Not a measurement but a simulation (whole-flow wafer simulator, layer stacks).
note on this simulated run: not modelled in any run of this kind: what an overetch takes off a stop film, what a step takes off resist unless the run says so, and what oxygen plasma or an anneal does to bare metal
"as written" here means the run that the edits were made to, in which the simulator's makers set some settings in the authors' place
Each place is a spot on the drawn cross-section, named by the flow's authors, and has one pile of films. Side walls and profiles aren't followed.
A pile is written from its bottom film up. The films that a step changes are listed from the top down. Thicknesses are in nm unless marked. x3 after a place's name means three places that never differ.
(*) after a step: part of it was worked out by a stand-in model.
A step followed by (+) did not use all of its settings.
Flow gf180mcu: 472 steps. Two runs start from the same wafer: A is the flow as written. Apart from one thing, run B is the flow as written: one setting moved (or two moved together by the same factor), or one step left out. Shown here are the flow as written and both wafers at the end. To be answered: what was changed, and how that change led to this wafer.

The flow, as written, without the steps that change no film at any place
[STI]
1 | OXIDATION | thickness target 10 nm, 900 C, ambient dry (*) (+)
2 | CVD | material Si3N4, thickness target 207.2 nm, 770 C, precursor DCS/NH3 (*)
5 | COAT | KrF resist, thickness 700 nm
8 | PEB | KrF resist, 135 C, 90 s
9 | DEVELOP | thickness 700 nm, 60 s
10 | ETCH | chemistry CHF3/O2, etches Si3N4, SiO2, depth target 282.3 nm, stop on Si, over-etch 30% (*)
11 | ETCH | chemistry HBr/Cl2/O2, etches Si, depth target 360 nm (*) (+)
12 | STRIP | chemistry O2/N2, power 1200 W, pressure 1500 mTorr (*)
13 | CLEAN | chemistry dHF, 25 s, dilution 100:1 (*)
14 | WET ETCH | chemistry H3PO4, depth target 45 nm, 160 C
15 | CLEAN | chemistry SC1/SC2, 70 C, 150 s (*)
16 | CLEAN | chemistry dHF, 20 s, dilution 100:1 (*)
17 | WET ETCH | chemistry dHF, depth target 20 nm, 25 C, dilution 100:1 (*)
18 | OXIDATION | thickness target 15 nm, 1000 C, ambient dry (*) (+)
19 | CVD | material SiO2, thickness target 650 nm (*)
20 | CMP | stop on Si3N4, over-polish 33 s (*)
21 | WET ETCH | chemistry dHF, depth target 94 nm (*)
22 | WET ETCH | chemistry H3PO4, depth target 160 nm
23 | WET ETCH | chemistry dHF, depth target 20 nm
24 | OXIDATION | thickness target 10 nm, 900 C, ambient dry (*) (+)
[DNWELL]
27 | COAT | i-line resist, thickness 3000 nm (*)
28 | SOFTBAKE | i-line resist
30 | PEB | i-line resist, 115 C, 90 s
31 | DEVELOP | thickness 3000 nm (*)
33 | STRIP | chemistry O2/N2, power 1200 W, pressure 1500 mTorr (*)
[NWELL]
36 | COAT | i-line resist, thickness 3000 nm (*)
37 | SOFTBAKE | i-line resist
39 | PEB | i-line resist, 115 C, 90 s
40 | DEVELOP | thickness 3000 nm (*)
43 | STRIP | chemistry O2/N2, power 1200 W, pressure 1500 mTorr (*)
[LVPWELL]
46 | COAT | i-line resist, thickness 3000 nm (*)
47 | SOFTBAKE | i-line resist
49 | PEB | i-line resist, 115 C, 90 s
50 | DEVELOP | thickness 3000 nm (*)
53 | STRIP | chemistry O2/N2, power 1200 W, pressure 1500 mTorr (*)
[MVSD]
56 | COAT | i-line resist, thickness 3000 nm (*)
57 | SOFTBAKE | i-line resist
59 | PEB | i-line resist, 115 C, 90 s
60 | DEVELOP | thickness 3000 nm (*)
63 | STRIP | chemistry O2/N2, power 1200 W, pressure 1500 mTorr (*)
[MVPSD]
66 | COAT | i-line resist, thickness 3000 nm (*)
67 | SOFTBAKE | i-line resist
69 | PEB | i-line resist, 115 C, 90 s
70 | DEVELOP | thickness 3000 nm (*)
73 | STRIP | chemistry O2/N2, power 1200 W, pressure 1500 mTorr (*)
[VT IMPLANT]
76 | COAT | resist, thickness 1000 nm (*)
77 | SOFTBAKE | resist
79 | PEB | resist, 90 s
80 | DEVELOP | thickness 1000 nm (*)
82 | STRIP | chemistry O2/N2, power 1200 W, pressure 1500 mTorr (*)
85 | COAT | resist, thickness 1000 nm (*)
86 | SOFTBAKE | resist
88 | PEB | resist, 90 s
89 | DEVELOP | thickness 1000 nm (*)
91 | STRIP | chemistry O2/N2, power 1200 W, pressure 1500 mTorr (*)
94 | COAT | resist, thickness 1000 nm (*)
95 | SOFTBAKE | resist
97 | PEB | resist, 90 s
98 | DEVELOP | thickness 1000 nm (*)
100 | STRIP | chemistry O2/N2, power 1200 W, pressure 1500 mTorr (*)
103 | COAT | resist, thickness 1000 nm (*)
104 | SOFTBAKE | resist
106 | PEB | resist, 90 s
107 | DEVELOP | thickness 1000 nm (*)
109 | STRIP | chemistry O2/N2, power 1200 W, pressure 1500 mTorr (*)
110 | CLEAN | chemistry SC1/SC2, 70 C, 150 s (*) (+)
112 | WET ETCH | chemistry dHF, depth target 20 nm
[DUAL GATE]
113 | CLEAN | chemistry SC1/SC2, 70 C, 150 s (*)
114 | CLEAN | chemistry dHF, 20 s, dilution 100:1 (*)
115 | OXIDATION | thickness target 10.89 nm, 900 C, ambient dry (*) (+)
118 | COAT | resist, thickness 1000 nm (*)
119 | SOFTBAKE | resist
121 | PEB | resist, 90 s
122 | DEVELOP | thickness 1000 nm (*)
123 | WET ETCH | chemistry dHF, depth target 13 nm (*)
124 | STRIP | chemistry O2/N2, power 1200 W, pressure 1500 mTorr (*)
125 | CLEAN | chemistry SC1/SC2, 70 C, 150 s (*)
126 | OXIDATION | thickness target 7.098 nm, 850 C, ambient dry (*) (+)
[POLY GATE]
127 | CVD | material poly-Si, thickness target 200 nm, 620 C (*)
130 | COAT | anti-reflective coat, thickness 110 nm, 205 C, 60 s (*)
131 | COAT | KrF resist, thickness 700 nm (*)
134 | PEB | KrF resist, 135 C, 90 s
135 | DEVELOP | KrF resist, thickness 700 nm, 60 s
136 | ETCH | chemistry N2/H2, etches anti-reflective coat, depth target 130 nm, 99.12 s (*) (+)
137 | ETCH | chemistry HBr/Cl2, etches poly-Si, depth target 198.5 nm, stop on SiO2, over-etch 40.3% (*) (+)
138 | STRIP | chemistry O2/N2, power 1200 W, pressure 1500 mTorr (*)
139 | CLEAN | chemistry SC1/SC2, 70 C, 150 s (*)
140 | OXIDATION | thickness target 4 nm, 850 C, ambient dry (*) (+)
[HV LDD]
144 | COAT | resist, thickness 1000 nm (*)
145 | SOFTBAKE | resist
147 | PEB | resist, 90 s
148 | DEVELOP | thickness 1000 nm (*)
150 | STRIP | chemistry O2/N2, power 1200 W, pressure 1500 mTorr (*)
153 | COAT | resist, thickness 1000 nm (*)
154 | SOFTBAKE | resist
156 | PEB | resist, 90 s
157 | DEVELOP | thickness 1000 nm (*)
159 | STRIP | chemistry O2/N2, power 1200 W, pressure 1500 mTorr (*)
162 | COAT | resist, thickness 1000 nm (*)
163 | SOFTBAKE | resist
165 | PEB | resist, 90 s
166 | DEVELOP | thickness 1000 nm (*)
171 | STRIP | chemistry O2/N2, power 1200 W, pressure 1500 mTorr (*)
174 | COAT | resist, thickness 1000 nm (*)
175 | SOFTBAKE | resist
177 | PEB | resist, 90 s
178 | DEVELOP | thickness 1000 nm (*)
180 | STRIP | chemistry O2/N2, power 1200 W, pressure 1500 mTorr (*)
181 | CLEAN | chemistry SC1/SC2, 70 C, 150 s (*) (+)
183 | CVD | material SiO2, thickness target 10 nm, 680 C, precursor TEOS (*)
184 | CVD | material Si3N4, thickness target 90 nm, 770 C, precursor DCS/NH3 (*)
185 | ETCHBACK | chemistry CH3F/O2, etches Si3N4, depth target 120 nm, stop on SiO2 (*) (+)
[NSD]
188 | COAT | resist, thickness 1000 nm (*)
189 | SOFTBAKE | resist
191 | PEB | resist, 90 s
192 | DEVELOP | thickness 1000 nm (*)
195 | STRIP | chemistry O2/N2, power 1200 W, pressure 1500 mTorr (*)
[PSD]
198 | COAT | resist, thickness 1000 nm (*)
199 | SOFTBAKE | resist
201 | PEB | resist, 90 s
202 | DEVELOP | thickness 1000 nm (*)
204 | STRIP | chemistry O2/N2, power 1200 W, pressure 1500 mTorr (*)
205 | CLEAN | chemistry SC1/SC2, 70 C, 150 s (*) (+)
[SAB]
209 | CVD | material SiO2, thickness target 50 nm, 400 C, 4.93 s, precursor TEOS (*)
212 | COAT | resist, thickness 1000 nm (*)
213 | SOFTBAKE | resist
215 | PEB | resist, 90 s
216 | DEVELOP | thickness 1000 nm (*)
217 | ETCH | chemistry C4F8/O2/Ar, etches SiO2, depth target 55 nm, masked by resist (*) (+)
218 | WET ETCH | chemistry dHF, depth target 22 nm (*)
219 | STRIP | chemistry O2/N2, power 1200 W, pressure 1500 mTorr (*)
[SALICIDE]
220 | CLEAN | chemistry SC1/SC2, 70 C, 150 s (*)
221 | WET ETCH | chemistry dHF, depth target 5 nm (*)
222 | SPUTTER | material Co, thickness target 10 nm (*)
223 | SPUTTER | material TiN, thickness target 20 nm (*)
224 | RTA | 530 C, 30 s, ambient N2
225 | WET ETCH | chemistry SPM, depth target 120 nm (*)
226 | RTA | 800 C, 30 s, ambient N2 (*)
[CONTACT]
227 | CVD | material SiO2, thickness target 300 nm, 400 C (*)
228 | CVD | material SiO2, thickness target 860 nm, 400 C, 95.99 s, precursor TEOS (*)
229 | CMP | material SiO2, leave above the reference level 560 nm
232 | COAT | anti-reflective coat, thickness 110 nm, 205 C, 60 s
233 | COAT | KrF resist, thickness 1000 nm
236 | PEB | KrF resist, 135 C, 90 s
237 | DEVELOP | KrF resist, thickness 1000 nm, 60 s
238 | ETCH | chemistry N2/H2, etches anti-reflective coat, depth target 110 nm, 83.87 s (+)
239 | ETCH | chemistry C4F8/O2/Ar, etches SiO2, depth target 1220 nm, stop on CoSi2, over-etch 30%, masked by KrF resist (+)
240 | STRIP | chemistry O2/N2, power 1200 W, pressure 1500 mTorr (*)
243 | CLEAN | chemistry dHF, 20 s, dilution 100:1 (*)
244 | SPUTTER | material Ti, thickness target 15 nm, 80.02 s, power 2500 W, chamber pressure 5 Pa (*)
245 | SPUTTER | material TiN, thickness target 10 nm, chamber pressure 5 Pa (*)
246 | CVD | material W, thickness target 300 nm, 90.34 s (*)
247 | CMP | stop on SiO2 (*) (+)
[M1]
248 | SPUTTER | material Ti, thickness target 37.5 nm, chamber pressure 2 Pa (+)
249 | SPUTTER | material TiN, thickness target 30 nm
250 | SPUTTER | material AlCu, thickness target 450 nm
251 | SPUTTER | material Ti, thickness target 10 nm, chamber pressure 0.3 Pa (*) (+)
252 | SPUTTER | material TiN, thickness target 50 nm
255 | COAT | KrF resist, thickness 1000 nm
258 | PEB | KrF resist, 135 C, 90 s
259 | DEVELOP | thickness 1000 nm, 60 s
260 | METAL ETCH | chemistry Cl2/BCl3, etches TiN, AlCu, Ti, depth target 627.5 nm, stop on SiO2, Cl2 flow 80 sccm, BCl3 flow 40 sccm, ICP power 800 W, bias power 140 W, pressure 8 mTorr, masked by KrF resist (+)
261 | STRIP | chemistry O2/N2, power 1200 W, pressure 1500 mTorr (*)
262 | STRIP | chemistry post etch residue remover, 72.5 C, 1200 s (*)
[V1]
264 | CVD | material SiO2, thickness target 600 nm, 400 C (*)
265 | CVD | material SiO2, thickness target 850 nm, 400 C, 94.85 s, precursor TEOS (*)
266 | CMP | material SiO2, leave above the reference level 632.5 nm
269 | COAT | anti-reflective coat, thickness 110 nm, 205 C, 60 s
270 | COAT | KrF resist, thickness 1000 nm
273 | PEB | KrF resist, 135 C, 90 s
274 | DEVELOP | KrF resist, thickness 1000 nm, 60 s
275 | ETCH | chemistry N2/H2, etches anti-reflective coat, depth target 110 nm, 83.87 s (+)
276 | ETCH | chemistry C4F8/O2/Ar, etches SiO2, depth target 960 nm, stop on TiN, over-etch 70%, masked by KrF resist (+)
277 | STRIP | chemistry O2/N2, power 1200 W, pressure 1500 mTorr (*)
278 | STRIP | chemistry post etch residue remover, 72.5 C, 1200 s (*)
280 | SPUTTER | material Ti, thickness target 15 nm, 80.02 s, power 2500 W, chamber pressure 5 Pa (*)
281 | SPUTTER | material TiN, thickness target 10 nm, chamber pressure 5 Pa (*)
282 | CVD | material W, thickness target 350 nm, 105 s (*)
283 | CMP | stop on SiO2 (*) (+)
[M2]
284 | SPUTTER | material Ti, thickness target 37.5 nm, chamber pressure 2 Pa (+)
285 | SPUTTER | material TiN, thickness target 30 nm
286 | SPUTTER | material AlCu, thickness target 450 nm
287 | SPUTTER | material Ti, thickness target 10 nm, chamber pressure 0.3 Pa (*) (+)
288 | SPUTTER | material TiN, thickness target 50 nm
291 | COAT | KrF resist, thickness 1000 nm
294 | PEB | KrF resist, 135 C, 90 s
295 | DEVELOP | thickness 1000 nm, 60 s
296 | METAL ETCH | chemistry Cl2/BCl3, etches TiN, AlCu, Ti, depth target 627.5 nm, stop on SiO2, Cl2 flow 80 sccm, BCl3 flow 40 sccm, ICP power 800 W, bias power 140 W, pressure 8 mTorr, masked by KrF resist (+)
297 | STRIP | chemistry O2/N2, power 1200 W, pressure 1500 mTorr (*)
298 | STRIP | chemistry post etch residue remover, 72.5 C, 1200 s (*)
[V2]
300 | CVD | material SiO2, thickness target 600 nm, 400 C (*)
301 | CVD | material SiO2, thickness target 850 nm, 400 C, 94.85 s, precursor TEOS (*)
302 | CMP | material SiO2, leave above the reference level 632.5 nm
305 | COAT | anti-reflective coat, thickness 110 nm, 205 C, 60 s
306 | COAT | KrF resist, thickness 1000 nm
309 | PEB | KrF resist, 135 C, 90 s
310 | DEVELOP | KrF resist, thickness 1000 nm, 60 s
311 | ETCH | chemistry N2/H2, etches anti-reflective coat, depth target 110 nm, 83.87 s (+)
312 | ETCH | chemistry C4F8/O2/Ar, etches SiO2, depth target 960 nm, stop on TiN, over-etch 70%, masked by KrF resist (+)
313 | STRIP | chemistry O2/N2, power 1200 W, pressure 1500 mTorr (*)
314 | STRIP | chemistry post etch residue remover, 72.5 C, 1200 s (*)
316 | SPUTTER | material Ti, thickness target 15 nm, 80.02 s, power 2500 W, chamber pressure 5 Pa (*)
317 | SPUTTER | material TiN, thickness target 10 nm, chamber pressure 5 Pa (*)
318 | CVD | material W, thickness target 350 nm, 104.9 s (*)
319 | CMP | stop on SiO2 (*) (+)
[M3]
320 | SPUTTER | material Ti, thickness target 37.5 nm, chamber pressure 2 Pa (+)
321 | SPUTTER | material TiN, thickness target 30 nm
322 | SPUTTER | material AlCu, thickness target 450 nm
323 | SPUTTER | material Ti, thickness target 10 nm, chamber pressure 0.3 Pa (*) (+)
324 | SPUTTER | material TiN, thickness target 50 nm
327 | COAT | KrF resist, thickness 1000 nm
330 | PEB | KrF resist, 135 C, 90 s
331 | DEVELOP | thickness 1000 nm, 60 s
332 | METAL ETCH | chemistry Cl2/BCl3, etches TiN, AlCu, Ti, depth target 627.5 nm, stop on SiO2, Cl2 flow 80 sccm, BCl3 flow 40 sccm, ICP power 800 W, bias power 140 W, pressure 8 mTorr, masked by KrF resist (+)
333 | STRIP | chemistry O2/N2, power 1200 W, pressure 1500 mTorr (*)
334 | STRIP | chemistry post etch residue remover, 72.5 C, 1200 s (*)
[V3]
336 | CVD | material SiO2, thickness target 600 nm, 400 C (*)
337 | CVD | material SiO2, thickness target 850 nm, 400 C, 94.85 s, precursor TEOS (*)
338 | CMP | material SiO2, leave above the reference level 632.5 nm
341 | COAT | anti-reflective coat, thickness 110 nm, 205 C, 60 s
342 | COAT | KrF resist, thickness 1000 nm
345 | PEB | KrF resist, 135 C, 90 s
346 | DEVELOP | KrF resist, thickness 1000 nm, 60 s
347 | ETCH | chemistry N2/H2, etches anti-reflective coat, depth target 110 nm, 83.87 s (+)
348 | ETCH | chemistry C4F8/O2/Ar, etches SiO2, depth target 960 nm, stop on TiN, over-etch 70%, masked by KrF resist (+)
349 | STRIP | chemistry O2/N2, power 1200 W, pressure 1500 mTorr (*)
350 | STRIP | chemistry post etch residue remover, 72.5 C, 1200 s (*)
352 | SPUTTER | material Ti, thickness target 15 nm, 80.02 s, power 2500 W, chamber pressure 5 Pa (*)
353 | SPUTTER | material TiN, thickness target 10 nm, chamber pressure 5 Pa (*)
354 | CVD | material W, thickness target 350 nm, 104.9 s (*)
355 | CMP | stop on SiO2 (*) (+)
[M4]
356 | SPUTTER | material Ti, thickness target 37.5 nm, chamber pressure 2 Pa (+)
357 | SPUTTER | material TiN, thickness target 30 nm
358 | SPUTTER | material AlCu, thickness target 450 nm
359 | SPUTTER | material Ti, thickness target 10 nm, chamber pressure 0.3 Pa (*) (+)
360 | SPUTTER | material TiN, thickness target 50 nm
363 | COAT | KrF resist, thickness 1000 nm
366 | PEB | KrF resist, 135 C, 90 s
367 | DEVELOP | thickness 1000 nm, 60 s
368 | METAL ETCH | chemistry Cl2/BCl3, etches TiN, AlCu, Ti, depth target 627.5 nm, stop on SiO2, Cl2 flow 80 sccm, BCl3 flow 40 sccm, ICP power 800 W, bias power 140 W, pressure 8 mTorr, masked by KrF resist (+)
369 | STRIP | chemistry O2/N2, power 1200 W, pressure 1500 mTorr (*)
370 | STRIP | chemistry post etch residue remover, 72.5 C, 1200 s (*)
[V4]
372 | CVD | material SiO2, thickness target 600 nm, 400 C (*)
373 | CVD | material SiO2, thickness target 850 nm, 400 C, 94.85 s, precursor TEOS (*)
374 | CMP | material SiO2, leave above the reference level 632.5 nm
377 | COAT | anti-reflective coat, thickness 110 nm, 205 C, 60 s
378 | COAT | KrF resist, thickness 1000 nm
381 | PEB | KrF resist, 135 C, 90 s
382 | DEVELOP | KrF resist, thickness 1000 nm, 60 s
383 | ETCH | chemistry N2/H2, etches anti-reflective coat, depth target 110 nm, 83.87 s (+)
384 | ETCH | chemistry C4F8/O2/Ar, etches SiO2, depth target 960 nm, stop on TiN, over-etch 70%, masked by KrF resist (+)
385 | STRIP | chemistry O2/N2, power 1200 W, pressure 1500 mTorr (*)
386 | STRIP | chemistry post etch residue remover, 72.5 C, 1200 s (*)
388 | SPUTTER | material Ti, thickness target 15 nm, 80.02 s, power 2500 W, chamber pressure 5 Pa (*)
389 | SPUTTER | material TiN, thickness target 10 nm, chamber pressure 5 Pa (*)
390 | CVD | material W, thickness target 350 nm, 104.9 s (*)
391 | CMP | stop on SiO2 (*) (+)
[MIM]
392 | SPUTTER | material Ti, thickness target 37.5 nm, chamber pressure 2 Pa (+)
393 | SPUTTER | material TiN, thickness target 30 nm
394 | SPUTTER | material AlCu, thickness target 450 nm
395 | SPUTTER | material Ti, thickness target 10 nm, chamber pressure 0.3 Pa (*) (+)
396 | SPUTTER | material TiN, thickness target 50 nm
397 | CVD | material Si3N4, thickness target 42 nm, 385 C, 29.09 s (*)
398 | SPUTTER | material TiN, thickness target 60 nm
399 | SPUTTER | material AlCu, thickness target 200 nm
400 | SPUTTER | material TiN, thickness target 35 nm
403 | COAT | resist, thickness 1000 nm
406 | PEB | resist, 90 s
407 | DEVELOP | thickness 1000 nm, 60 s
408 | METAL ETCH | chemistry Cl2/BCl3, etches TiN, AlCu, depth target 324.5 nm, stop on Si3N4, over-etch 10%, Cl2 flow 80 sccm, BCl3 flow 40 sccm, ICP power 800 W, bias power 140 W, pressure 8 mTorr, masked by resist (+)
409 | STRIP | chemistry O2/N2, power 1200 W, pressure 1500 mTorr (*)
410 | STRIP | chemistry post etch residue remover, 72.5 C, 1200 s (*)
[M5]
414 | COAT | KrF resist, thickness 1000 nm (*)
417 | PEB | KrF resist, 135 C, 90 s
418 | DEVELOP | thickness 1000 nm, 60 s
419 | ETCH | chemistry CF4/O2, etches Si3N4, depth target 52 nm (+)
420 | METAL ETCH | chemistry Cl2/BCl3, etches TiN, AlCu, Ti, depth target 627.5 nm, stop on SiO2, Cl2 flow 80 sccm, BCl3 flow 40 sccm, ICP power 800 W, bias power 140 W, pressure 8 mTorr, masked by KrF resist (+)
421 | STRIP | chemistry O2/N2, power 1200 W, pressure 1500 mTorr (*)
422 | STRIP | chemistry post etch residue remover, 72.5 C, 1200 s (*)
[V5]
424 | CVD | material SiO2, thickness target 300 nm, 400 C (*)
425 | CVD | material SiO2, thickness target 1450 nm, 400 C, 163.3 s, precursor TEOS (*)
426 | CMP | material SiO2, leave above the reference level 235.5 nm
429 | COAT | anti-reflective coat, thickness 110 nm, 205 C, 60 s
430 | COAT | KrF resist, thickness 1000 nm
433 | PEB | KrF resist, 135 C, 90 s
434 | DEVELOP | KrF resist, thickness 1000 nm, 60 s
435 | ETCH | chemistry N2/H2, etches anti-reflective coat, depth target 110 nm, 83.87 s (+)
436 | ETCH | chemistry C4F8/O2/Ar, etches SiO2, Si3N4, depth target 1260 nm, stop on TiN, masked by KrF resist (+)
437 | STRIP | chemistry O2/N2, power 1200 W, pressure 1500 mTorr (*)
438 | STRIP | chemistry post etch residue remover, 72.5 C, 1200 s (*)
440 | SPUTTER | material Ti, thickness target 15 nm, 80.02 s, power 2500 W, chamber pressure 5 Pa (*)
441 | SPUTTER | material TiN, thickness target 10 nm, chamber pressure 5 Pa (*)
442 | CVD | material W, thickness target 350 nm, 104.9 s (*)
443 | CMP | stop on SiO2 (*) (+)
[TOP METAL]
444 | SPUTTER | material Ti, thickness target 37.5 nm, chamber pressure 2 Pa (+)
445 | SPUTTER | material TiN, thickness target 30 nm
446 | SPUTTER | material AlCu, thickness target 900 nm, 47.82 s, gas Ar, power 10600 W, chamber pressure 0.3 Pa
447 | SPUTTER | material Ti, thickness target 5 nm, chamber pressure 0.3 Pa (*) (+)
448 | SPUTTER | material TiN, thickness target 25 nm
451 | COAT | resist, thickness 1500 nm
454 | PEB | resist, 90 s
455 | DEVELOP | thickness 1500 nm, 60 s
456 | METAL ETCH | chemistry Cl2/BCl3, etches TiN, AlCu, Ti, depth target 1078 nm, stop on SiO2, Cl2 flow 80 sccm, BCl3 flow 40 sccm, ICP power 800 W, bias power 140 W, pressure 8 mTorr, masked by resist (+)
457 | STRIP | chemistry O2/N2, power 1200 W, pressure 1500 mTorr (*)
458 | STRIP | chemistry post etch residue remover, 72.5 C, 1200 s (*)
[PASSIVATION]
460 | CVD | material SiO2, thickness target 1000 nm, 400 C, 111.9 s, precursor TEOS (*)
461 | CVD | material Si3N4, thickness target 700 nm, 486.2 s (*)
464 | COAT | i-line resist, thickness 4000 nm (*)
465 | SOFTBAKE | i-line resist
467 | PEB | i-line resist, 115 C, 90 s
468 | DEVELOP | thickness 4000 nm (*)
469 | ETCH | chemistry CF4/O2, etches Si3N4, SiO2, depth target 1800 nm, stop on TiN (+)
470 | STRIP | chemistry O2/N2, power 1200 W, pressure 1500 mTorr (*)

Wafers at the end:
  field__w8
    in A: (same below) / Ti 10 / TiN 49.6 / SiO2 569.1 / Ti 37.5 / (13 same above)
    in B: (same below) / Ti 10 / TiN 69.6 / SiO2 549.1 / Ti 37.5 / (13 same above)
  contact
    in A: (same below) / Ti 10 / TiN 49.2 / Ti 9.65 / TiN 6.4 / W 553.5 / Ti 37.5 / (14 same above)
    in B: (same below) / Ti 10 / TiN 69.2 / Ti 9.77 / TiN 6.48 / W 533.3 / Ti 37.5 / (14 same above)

What caused this: step 360, SPUTTER: thickness target 70 nm was run, whereas the flow has thickness target 50 nm.

How this came from the change, step by step:
  360 | SPUTTER | material TiN, thickness target 50 nm
      field, field__w1, field__w2 and 108 more: A TiN gains 50 (new film) | B TiN gains 70 (new film)
  368 | METAL ETCH | chemistry Cl2/BCl3, etches TiN, AlCu, Ti, depth target 627.5 nm, stop on SiO2, Cl2 flow 80 sccm, BCl3 flow 40 sccm, ICP power 800 W, bias power 140 W, pressure 8 mTorr, masked by KrF resist (+)
      field, field__w1, field__w2 and 103 more: A TiN loses 50 (all of it), Ti loses 10 (all of it), AlCu loses 450 (all of it), TiN loses 30 (all of it), Ti loses 37.5 (all of it) | B TiN loses 70 (all of it), Ti loses 10 (all of it), AlCu loses 450 (all of it), TiN loses 30 (all of it), Ti loses 37.5 (all of it)
  374 | CMP | material SiO2, leave above the reference level 632.5 nm
      field__w8, contact, m1, m1__w1, m1_nw: A SiO2 loses 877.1 | B SiO2 loses 897.1
  384 | ETCH | chemistry C4F8/O2/Ar, etches SiO2, depth target 960 nm, stop on TiN, over-etch 70%, masked by KrF resist (+)
      field, field__w1, field__w2 and 107 more: A KrF resist loses 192 | B KrF resist loses 187.7
      contact: A SiO2 loses 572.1 (all of it) | B SiO2 loses 552.1 (all of it)
  390 | CVD | material W, thickness target 350 nm, 104.9 s (*)
      contact: A W gains 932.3 (new film) | B W gains 912.1 (new film)
